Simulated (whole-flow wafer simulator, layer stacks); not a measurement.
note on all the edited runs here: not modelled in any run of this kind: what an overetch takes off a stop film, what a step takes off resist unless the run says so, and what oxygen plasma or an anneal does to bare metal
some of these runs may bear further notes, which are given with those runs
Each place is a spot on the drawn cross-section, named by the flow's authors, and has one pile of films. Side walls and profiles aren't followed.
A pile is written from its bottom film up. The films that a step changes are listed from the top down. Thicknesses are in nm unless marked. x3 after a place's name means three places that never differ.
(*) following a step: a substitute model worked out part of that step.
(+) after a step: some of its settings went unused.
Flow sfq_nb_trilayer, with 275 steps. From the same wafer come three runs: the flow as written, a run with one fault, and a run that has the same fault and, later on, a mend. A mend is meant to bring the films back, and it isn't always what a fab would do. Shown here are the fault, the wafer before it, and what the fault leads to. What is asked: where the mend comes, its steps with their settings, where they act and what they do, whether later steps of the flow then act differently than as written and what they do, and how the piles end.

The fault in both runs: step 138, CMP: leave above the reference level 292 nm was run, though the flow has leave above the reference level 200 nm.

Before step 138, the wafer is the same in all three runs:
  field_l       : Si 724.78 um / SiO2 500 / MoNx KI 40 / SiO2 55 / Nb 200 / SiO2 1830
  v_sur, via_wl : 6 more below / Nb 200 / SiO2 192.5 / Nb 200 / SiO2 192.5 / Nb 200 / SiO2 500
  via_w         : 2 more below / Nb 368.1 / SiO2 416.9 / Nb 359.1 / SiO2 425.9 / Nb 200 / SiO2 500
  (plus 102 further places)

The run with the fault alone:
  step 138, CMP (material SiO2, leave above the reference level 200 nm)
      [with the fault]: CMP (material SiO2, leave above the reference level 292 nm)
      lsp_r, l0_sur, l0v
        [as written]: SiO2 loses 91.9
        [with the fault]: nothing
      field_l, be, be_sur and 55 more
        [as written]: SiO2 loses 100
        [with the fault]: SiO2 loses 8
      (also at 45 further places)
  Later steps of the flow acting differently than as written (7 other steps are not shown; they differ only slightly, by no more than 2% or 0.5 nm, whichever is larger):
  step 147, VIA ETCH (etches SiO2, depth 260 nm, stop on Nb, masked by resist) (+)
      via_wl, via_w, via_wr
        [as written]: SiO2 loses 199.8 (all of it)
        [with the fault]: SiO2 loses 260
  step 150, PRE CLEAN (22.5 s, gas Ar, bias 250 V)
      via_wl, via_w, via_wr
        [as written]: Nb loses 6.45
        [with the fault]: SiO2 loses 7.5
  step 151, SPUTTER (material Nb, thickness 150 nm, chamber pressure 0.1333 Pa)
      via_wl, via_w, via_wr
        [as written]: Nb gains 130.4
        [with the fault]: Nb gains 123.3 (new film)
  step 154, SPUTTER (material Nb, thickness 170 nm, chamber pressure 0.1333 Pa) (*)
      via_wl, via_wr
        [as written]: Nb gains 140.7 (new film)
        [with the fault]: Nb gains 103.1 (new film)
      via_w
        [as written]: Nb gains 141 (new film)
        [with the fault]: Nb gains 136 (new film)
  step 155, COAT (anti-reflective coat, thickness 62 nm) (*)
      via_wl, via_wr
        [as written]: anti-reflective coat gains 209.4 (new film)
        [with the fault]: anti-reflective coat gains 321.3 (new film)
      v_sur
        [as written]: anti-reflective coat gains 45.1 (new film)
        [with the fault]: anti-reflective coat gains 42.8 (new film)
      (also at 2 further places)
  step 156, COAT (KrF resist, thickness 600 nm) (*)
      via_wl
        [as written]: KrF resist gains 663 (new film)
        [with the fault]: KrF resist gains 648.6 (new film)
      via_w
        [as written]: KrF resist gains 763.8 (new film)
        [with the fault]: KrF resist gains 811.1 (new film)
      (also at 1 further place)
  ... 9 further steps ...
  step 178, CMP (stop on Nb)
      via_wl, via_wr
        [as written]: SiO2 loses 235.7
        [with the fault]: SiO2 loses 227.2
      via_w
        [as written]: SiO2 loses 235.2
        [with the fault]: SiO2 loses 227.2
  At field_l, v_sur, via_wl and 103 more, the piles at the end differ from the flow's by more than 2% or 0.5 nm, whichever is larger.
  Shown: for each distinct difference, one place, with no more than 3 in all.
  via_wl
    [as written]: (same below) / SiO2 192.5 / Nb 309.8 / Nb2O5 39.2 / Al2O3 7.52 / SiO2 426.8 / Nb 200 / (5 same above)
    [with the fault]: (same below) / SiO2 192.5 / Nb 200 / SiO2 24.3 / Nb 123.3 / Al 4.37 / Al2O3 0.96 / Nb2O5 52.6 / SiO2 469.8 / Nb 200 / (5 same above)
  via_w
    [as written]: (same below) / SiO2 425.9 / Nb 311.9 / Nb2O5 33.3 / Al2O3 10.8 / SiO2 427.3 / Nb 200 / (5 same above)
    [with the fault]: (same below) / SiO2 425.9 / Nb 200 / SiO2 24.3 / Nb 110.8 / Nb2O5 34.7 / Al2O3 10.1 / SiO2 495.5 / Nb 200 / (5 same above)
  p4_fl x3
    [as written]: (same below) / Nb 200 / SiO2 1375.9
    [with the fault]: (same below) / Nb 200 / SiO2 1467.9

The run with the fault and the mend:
  The mend follows step 139.
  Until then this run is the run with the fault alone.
  step 139a, CMP (material SiO2, leave above the reference level 200 nm) (the flow's step 138 again)
      field_l, v_sur, via_wl and 100 more
        SiO2 loses 92
      lsp_r, l0_sur, l0v
        SiO2 loses 91.9
  Every later step of the flow that is run acts as written at every place that is followed.
  At every place that both follow, the piles at the end match the flow's.
